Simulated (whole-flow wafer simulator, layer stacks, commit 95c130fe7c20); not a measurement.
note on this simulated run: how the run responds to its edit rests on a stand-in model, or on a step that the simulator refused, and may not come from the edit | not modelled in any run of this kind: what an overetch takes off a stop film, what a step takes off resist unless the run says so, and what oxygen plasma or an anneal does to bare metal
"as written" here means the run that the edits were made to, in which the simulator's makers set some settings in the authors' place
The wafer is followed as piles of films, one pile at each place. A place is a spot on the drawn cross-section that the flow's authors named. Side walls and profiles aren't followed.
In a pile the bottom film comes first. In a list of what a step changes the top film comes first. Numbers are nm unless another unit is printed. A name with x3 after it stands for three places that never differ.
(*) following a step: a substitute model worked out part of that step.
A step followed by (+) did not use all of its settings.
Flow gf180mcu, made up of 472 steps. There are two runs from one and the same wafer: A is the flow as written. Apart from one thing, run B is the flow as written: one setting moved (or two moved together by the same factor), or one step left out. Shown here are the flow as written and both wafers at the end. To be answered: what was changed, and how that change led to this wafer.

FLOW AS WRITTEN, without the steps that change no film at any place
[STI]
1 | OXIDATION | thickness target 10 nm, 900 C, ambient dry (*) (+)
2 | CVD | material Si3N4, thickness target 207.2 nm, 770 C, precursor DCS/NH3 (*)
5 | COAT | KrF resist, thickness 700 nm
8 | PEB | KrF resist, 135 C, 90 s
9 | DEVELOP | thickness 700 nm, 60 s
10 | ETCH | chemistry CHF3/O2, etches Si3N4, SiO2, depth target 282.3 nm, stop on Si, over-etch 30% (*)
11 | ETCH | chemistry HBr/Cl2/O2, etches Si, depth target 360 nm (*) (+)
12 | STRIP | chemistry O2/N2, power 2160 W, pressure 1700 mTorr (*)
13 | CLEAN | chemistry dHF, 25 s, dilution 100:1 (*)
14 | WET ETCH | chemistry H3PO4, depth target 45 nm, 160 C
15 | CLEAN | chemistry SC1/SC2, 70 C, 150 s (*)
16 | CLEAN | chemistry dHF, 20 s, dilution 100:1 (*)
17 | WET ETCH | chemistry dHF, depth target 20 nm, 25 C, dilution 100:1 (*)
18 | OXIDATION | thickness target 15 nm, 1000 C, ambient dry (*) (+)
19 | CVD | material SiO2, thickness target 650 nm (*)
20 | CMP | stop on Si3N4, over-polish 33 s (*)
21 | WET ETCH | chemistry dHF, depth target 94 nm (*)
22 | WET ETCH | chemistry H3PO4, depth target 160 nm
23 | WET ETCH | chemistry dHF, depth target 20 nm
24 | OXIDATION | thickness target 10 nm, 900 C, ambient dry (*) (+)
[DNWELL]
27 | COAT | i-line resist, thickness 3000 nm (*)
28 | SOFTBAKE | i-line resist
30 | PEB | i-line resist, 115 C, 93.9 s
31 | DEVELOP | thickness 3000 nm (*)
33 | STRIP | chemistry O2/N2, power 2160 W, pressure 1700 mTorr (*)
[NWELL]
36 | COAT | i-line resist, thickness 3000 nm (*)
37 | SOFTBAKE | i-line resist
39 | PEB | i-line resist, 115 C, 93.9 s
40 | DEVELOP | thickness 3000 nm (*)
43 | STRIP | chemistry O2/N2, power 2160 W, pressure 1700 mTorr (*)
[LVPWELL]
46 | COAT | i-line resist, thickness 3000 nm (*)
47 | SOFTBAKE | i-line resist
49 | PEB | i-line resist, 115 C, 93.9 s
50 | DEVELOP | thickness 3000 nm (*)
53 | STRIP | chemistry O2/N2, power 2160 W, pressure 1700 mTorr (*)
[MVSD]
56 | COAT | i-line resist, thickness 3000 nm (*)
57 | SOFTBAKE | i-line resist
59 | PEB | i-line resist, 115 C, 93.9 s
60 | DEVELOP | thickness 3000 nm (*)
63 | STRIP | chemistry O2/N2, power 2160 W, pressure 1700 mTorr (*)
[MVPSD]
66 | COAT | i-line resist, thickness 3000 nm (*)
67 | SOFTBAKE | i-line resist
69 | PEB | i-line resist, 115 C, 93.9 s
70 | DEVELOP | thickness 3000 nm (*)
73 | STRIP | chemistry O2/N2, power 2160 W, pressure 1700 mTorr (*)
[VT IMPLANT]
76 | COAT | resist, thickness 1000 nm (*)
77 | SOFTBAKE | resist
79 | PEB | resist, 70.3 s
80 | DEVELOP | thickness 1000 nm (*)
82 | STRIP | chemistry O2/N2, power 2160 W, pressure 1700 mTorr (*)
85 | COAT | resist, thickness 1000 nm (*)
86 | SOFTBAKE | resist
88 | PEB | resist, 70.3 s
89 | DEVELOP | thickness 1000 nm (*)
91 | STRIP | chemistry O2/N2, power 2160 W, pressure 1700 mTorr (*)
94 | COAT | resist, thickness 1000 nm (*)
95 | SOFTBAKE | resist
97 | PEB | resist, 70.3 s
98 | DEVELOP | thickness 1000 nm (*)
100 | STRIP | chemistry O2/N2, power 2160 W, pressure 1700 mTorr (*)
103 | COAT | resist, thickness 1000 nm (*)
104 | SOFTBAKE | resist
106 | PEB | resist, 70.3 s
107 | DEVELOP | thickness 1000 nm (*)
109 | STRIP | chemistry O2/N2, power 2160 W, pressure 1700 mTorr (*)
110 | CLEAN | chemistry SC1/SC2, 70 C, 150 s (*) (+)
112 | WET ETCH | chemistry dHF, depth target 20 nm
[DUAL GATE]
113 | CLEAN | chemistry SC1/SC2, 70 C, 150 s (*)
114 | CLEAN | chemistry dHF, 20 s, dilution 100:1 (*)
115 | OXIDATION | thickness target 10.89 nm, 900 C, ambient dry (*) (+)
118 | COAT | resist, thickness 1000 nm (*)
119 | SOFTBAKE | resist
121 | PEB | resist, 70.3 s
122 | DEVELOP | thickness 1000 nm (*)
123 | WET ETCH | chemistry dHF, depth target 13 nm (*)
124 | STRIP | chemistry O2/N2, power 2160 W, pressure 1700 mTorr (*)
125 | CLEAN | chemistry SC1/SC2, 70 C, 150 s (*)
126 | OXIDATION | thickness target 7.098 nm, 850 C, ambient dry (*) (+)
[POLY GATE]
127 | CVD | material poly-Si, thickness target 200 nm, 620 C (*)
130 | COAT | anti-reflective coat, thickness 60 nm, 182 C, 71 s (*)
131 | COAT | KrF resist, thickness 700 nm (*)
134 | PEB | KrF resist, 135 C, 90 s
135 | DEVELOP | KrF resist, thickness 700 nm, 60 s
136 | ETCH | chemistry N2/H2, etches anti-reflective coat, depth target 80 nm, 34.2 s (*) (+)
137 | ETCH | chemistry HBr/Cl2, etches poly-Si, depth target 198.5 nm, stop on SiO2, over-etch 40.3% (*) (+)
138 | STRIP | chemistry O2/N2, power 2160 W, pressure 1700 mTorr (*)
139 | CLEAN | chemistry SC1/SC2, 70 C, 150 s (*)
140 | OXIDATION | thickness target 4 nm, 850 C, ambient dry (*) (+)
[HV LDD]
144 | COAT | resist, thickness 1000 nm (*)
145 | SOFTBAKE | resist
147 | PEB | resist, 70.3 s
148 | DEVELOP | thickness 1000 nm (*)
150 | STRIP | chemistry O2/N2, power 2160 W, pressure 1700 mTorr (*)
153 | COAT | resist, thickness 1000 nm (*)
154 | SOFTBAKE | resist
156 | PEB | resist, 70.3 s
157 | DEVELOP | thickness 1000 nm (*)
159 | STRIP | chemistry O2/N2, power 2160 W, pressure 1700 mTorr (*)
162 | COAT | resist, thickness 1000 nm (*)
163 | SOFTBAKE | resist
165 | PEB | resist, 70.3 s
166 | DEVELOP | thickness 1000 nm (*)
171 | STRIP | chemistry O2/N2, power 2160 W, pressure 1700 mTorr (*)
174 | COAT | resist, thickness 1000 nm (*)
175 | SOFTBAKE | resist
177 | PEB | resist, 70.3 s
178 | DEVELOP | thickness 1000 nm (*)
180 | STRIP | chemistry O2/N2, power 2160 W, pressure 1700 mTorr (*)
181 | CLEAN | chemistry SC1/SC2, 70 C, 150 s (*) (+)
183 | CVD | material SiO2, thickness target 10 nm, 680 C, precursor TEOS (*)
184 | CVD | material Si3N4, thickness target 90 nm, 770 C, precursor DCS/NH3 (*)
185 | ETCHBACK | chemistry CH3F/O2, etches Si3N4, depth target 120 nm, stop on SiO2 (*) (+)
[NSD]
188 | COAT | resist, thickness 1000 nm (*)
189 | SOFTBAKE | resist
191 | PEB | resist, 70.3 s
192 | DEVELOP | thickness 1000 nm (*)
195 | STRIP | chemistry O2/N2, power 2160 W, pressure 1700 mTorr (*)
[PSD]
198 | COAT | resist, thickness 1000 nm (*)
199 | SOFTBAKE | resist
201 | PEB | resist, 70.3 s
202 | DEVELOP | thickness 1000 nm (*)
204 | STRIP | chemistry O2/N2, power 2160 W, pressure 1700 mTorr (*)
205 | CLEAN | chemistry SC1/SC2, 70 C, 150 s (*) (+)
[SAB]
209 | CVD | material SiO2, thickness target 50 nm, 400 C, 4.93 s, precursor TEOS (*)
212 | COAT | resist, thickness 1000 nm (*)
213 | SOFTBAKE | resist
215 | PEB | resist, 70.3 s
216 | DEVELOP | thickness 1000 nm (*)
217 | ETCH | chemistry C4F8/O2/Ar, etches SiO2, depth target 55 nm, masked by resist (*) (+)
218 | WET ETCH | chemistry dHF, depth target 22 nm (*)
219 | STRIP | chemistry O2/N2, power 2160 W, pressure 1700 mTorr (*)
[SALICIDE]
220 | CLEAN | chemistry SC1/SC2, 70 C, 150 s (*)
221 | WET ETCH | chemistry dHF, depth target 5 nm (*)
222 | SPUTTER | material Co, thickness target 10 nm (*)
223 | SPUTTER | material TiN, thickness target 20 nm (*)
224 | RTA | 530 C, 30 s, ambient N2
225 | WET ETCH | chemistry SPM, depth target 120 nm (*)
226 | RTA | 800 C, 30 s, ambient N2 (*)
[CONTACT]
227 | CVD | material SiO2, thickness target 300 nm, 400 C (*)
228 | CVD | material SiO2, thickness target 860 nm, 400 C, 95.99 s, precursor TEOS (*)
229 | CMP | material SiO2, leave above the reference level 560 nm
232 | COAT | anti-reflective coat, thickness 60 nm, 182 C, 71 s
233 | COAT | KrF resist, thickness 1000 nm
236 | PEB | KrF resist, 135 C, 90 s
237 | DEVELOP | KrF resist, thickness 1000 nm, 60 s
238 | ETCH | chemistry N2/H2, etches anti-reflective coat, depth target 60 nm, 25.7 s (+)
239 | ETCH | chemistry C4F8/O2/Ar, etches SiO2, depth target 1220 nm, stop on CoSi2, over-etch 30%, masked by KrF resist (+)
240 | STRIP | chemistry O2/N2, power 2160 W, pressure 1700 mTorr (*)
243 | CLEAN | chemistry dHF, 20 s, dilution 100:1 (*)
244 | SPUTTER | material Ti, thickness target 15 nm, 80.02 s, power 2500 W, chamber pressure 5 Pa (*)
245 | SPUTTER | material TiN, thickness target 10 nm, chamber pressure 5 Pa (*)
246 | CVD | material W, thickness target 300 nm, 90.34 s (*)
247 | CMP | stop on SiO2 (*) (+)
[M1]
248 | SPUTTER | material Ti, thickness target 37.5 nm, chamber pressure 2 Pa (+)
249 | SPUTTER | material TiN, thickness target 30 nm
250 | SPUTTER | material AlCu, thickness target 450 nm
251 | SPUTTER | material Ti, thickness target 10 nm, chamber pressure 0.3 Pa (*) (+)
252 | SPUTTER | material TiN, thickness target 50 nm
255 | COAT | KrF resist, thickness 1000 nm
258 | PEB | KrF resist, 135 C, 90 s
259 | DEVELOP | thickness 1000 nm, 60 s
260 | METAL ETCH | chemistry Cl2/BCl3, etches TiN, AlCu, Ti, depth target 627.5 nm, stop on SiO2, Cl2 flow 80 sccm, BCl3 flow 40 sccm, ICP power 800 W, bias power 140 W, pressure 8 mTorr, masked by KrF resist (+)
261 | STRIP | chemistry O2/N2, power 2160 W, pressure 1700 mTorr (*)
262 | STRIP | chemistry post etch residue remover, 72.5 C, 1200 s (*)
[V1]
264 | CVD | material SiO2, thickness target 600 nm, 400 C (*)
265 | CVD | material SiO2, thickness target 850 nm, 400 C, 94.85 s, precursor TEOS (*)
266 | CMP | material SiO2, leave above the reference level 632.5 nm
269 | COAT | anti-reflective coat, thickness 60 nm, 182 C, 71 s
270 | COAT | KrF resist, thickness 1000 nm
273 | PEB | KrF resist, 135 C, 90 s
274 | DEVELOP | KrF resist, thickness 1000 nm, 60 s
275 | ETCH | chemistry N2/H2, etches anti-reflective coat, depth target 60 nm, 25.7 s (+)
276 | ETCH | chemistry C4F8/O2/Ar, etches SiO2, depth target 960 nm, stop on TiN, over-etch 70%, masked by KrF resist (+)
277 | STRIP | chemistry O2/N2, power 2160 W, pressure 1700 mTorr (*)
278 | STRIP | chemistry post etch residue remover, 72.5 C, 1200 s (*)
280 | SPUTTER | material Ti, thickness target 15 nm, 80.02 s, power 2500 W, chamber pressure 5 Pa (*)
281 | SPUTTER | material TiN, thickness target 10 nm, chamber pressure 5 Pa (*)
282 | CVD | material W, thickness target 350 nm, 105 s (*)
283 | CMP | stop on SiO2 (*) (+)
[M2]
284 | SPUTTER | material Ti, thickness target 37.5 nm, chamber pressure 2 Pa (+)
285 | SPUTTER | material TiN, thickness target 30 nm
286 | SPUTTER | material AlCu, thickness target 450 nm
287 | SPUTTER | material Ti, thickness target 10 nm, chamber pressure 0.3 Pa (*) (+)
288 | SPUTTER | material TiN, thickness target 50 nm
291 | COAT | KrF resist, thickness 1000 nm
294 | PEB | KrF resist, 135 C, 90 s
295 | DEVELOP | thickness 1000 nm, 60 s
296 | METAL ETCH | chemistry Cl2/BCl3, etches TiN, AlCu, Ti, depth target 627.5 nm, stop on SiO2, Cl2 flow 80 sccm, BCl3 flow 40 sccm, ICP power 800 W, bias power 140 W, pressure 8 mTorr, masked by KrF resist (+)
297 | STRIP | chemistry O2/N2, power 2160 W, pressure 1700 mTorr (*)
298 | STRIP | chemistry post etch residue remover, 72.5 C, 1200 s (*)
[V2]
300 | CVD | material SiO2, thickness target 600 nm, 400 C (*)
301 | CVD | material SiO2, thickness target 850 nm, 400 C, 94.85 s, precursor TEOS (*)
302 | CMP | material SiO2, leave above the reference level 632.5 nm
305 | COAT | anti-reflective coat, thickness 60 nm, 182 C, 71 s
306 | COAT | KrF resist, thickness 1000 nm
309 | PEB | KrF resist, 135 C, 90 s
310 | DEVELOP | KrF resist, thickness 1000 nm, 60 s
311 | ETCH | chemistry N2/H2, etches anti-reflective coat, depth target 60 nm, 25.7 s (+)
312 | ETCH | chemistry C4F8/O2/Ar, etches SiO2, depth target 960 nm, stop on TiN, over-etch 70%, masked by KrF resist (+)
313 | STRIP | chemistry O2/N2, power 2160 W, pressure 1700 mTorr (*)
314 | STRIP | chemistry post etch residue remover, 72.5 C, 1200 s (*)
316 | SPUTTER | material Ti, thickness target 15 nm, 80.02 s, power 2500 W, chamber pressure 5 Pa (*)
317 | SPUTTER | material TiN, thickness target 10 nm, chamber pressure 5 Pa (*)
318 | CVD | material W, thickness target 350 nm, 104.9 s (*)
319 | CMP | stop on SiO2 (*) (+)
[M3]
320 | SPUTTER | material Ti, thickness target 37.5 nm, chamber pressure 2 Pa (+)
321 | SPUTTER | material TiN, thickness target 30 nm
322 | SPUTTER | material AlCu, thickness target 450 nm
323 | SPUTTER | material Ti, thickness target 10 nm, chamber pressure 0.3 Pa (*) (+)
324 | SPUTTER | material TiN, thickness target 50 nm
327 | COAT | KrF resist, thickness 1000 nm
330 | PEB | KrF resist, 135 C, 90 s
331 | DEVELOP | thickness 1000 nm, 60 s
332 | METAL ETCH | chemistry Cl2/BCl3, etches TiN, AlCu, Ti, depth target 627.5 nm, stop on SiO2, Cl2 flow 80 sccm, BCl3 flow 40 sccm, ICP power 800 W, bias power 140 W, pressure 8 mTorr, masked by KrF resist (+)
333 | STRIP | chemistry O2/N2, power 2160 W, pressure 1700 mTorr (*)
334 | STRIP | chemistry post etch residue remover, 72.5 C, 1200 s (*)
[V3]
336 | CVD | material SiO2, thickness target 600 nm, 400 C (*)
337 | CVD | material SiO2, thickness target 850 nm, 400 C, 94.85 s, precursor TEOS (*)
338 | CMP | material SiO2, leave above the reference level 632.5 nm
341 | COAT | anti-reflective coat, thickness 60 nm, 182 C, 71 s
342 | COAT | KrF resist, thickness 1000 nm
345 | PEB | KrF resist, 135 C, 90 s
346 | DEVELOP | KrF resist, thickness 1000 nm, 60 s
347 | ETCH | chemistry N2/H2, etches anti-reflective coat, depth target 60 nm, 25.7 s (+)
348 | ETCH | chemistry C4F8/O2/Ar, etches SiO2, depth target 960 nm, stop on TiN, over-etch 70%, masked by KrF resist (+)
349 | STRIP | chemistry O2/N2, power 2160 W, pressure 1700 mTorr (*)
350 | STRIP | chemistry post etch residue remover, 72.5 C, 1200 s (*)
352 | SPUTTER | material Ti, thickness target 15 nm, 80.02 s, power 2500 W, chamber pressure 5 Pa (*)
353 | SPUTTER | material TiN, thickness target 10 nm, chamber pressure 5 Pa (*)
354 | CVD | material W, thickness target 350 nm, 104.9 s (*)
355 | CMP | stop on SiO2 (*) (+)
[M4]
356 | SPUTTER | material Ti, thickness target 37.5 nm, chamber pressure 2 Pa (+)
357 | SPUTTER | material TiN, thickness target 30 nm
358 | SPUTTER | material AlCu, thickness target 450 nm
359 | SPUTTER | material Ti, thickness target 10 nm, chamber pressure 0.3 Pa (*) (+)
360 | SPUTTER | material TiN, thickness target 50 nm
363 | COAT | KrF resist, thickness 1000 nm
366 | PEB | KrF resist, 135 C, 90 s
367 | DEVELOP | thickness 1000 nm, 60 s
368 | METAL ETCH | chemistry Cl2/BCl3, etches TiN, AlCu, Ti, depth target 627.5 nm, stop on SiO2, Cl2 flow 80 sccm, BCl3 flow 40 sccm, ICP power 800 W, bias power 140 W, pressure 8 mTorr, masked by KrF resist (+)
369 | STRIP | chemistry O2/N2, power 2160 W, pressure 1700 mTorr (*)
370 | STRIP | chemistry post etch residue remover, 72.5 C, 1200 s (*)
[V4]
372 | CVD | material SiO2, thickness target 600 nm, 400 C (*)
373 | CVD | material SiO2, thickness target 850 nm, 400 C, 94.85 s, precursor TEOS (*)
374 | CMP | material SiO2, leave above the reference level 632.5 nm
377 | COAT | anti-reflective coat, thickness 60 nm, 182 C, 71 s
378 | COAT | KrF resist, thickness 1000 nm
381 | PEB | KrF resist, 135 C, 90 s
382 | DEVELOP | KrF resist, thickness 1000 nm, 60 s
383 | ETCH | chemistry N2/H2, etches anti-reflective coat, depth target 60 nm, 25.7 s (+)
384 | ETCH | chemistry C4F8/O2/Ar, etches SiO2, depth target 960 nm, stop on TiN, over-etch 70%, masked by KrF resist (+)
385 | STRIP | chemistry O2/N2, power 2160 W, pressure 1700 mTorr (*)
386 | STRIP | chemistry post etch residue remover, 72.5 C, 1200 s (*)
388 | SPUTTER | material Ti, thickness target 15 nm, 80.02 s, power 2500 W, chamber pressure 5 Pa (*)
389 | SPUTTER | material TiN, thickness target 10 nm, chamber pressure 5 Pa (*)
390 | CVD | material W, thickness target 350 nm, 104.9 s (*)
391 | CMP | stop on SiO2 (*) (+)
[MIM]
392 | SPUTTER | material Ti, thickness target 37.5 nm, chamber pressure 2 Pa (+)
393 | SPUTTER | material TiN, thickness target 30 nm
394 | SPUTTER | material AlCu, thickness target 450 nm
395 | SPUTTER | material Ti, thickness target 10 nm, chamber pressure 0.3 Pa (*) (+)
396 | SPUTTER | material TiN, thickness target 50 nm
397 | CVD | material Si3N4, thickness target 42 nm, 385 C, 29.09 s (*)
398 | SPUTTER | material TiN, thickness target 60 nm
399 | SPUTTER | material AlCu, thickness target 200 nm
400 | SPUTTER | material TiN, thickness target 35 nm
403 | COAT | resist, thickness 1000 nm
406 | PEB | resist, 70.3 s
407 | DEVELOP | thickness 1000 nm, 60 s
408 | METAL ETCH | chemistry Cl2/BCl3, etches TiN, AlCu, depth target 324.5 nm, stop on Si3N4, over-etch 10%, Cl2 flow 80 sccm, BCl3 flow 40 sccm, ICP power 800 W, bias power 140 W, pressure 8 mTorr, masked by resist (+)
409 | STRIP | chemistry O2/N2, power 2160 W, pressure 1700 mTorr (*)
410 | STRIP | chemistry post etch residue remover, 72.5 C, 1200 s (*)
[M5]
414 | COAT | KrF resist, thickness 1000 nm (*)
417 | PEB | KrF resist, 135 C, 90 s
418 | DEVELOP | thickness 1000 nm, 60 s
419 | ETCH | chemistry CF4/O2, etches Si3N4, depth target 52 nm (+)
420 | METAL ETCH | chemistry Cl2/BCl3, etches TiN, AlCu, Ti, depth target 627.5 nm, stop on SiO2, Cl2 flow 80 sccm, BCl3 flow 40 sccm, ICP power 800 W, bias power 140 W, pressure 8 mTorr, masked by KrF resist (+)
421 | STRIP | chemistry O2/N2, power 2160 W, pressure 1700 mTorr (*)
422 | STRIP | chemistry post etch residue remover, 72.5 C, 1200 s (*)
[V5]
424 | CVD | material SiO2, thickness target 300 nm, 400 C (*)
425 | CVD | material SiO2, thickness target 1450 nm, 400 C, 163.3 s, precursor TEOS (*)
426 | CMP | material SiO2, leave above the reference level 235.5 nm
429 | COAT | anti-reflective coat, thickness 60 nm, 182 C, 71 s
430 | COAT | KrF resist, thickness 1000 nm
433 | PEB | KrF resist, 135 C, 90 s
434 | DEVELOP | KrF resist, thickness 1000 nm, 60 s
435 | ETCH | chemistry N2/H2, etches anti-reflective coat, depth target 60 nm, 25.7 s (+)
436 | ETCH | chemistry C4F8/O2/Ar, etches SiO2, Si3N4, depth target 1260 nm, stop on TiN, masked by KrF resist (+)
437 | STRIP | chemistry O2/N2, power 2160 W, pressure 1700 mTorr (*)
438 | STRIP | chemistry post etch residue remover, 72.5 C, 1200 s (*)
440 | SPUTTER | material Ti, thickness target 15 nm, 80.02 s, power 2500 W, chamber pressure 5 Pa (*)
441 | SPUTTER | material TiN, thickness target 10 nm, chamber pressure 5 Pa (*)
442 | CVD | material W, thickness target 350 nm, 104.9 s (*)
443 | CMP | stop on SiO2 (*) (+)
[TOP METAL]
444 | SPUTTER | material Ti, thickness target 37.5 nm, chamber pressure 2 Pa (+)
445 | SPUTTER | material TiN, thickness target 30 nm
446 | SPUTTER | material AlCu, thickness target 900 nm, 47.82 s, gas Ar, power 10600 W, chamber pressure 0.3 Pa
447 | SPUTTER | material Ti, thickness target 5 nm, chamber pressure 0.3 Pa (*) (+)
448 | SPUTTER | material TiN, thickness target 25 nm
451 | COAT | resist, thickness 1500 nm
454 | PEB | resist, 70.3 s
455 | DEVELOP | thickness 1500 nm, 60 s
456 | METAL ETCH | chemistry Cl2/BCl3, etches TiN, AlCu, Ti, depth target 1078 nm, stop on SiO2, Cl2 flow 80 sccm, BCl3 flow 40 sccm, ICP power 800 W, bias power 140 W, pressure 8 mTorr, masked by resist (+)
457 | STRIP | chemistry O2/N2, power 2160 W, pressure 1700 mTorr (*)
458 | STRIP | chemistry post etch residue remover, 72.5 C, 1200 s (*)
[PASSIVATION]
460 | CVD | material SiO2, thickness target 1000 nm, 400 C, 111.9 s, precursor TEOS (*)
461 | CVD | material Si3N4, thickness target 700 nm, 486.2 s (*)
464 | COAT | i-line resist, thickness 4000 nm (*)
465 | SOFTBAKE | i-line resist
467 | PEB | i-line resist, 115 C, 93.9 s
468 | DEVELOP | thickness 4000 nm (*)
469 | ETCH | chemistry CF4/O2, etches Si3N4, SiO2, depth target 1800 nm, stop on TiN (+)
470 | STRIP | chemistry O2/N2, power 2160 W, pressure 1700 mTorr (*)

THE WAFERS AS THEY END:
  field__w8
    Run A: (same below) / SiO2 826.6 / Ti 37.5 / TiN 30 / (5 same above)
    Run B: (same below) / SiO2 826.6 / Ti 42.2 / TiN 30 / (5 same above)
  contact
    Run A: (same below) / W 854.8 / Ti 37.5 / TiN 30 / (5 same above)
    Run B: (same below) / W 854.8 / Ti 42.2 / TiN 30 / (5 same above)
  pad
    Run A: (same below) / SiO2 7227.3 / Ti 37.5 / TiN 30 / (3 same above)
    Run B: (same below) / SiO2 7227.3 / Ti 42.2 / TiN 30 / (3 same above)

Cause: step 444, SPUTTER: thickness target 42.2 nm was run, while the flow as written has thickness target 37.5 nm.
The wafer lets one read it off: field__w8 has Ti 42.2, and step 444 as written asks for 37.5 nm.

The path from the change to this, step by step:
  444 | SPUTTER | material Ti, thickness target 37.5 nm, chamber pressure 2 Pa (+)
      field, field__w1, field__w2 and 109 more: A +37.5 Ti (new film) | B +42.2 Ti (new film)
  456 | METAL ETCH | chemistry Cl2/BCl3, etches TiN, AlCu, Ti, depth target 1078 nm, stop on SiO2, Cl2 flow 80 sccm, BCl3 flow 40 sccm, ICP power 800 W, bias power 140 W, pressure 8 mTorr, masked by resist (+)
      field, field__w1, field__w2 and 103 more: A -25 TiN (all of it), -5 Ti (all of it), -900 AlCu (all of it), -30 TiN (all of it), -37.5 Ti (all of it) | B -25 TiN (all of it), -5 Ti (all of it), -900 AlCu (all of it), -30 TiN (all of it), -42.2 Ti (all of it)
  465 | SOFTBAKE | i-line resist
      gate: A +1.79 i-line resist | B -0.31 i-line resist
      ld_acc_p, ld_fp_p, ld_drift_p: A +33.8 i-line resist | B +27.1 i-line resist
      (as well as at 56 more places)
